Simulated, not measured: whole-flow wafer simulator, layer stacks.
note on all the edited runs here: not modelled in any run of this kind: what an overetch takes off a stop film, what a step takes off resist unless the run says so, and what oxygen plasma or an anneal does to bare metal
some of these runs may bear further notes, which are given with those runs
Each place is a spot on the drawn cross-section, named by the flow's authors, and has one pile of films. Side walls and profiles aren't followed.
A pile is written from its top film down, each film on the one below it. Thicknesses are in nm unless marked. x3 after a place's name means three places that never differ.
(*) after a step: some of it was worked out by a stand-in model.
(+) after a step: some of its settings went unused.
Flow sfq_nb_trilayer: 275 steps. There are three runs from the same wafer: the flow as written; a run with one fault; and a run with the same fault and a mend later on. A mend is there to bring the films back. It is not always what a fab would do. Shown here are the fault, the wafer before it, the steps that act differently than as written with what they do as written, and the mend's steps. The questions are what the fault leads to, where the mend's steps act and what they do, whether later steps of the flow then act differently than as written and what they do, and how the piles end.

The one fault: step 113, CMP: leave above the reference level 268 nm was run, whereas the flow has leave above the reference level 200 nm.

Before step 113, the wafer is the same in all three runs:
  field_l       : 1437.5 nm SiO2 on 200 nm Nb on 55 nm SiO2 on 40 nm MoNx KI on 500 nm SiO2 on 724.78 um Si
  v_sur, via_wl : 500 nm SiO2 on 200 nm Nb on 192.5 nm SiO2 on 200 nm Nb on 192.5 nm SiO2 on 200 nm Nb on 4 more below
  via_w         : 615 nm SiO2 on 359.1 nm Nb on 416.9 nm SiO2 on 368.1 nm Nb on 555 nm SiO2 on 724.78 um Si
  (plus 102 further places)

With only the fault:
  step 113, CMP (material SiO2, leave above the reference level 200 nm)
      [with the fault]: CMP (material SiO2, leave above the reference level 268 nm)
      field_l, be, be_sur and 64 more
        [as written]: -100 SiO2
        [with the fault]: -32 SiO2
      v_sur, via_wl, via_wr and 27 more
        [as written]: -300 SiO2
        [with the fault]: -232 SiO2
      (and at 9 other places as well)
  Steps further on in the flow that do not act as written (4 more steps, not shown, differ only slightly: by at most 2% or 0.5 nm, whichever is larger):
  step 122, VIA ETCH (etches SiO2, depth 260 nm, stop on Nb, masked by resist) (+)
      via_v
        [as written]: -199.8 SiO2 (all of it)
        [with the fault]: -260 SiO2
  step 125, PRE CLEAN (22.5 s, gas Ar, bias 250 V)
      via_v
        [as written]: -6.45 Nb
        [with the fault]: -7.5 SiO2
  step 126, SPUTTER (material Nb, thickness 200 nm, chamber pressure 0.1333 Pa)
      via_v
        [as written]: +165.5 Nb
        [with the fault]: +152.6 Nb (new film)
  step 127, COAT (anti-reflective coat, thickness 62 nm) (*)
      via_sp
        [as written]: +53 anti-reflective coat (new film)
        [with the fault]: +50.1 anti-reflective coat (new film)
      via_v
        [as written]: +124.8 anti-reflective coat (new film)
        [with the fault]: +128.6 anti-reflective coat (new film)
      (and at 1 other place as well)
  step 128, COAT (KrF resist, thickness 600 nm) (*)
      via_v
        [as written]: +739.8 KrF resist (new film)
        [with the fault]: +797.5 KrF resist (new film)
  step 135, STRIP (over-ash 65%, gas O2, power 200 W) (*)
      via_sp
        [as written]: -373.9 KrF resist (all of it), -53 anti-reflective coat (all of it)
        [with the fault]: -369.8 KrF resist (all of it), -50.1 anti-reflective coat (all of it)
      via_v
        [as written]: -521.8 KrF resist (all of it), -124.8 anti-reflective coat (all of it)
        [with the fault]: -579.3 KrF resist (all of it), -128.6 anti-reflective coat (all of it)
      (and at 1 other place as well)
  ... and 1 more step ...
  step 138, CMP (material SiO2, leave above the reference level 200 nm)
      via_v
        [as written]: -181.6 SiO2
        [with the fault]: -157.1 SiO2
  At field_l, v_sur, via_wl and 103 more, the piles at the end differ from the flow's by more than 2% or 0.5 nm, whichever is larger.
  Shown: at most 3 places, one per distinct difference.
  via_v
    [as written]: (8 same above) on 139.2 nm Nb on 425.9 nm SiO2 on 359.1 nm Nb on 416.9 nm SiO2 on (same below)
    [with the fault]: (8 same above) on 139.2 nm Nb on 500.1 nm SiO2 on 152.6 nm Nb on 0.34 nm SiO2 on 200 nm Nb on 416.9 nm SiO2 on (same below)
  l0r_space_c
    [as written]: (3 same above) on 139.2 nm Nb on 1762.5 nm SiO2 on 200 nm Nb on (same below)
    [with the fault]: (3 same above) on 139.2 nm Nb on 1830.5 nm SiO2 on 200 nm Nb on (same below)
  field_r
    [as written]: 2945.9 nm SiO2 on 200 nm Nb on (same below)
    [with the fault]: 3013.9 nm SiO2 on 200 nm Nb on (same below)

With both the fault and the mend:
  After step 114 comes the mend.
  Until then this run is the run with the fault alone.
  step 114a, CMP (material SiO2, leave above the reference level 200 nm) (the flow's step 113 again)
      field_l, v_sur, via_wl and 103 more
        -68 SiO2
  Later steps of the flow that are run all act as written at every place that is followed.
  At every place that both follow, the piles at the end match the flow's.
